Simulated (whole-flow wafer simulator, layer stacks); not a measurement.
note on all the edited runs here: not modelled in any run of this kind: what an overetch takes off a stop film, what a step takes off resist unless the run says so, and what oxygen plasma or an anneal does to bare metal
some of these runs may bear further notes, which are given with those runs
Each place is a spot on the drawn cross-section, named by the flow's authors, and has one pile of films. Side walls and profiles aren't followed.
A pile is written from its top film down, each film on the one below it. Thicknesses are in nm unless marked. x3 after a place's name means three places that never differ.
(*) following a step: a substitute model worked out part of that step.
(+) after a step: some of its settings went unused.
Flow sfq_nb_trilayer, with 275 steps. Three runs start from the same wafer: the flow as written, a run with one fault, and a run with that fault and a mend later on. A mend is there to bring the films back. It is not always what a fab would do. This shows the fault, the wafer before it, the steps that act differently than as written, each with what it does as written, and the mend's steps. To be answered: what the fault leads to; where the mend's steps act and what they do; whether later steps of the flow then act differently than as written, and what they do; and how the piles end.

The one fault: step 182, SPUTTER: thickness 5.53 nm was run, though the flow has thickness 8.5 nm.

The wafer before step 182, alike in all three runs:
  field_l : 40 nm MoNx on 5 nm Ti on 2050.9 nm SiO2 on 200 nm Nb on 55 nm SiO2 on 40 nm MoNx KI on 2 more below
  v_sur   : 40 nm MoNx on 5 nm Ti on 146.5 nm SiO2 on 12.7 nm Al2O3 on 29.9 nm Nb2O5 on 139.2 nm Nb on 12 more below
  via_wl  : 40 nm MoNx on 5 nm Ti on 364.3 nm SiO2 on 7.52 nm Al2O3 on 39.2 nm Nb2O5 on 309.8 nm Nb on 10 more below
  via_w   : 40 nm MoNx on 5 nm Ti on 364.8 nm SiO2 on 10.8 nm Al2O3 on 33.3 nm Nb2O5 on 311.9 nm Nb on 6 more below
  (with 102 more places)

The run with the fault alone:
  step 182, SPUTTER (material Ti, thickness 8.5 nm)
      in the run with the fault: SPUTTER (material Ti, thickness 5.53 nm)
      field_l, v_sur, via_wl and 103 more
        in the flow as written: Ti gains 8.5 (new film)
        in the run with the fault: Ti gains 5.53 (new film)
  Steps later in the flow that act otherwise than as written (not shown: 18 more steps that differ only slightly, by at most 2% or 0.5 nm, whichever is larger):
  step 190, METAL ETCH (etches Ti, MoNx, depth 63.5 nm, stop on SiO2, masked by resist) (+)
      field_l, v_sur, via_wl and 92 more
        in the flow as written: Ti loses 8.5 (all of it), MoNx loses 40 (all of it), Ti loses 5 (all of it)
        in the run with the fault: Ti loses 5.53 (all of it), MoNx loses 40 (all of it), Ti loses 5 (all of it)
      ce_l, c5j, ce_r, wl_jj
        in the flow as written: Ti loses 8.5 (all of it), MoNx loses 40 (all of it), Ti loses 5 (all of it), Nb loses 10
        in the run with the fault: Ti loses 5.53 (all of it), MoNx loses 40 (all of it), Ti loses 5 (all of it), Nb loses 13
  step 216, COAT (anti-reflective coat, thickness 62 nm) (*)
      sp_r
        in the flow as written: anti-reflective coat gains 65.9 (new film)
        in the run with the fault: anti-reflective coat gains 64.5 (new film)
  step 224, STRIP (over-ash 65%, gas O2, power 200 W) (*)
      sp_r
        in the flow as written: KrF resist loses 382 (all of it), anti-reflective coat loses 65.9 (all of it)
        in the run with the fault: KrF resist loses 382.1 (all of it), anti-reflective coat loses 64.5 (all of it)
  By the end, the piles at be_r, r_sur, res, r_end, r5r_line_l, r5r_line_c, r5r_line_r depart from the flow's by more than 2% or 0.5 nm, whichever is larger.
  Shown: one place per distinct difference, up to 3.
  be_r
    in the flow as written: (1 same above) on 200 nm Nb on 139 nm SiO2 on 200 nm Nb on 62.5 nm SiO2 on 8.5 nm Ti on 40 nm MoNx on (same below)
    in the run with the fault: (1 same above) on 200 nm Nb on 142 nm SiO2 on 200 nm Nb on 62.5 nm SiO2 on 5.53 nm Ti on 40 nm MoNx on (same below)
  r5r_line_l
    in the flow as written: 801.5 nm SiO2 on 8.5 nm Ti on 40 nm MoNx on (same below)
    in the run with the fault: 804.5 nm SiO2 on 5.53 nm Ti on 40 nm MoNx on (same below)
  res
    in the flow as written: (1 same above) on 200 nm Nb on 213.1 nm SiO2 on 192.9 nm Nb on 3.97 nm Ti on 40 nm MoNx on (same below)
    in the run with the fault: (1 same above) on 200 nm Nb on 216.1 nm SiO2 on 192.9 nm Nb on 1 nm Ti on 40 nm MoNx on (same below)

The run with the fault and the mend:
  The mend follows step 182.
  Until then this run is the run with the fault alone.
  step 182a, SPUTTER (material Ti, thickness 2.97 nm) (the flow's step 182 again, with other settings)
      field_l, v_sur, via_wl and 103 more
        Ti gains 2.97
  Later steps of the flow that are run all act as written at every place that is followed.
  At every place that both follow, the piles at the end match the flow's.
